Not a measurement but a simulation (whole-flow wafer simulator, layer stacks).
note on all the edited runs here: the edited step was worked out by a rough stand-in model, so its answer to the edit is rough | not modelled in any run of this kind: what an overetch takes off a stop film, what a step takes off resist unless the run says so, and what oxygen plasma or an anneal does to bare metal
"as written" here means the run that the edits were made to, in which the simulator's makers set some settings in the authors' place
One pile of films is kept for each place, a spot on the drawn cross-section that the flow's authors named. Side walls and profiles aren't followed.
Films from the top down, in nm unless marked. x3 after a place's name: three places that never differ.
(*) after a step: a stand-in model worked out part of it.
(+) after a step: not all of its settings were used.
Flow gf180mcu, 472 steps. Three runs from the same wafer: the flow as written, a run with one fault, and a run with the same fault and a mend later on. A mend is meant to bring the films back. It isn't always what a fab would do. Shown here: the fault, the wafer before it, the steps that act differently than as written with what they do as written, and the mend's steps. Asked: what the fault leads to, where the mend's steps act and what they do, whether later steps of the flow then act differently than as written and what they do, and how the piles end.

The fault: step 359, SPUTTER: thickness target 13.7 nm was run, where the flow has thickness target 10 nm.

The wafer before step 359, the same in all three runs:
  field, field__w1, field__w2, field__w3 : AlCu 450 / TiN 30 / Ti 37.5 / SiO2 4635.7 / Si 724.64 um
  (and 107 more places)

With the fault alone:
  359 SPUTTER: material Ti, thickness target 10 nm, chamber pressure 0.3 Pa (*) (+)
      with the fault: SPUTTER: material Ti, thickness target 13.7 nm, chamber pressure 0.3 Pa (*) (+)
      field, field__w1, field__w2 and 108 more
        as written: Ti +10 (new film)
        with the fault: Ti +13.7 (new film)
  Later steps of the flow that act differently than as written (5 more steps differ only slightly, by at most 2% or 0.5 nm, whichever is larger, and aren't shown):
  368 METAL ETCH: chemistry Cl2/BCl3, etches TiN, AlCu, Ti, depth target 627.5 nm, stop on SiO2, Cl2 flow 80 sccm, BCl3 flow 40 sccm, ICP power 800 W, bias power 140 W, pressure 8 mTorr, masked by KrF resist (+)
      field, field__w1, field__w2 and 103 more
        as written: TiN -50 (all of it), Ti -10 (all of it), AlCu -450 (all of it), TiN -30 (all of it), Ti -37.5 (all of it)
        with the fault: TiN -50 (all of it), Ti -13.7 (all of it), AlCu -450 (all of it), TiN -30 (all of it), Ti -37.5 (all of it)
  At the end the piles differ from the flow's by more than 2% or 0.5 nm, whichever is larger, at field__w8, contact, m1, m1__w1, m1_nw.
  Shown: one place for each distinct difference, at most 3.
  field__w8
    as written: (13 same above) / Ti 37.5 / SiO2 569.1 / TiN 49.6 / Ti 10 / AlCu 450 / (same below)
    with the fault: (13 same above) / Ti 37.5 / SiO2 565.4 / TiN 49.6 / Ti 13.7 / AlCu 450 / (same below)
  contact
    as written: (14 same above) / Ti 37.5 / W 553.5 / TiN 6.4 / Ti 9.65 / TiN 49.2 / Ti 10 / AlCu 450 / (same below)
    with the fault: (14 same above) / Ti 37.5 / W 549.8 / TiN 6.42 / Ti 9.67 / TiN 49.2 / Ti 13.7 / AlCu 450 / (same below)

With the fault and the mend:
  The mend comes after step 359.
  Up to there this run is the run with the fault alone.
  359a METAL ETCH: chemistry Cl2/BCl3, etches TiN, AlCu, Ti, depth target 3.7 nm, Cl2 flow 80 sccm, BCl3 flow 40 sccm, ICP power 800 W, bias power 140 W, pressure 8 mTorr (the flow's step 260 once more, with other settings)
      field, field__w1, field__w2 and 108 more
        Ti -3.7
  No later step of the flow acts differently than as written at any place that is followed.
  At the end the piles are the same as the flow's at every place that both follow.
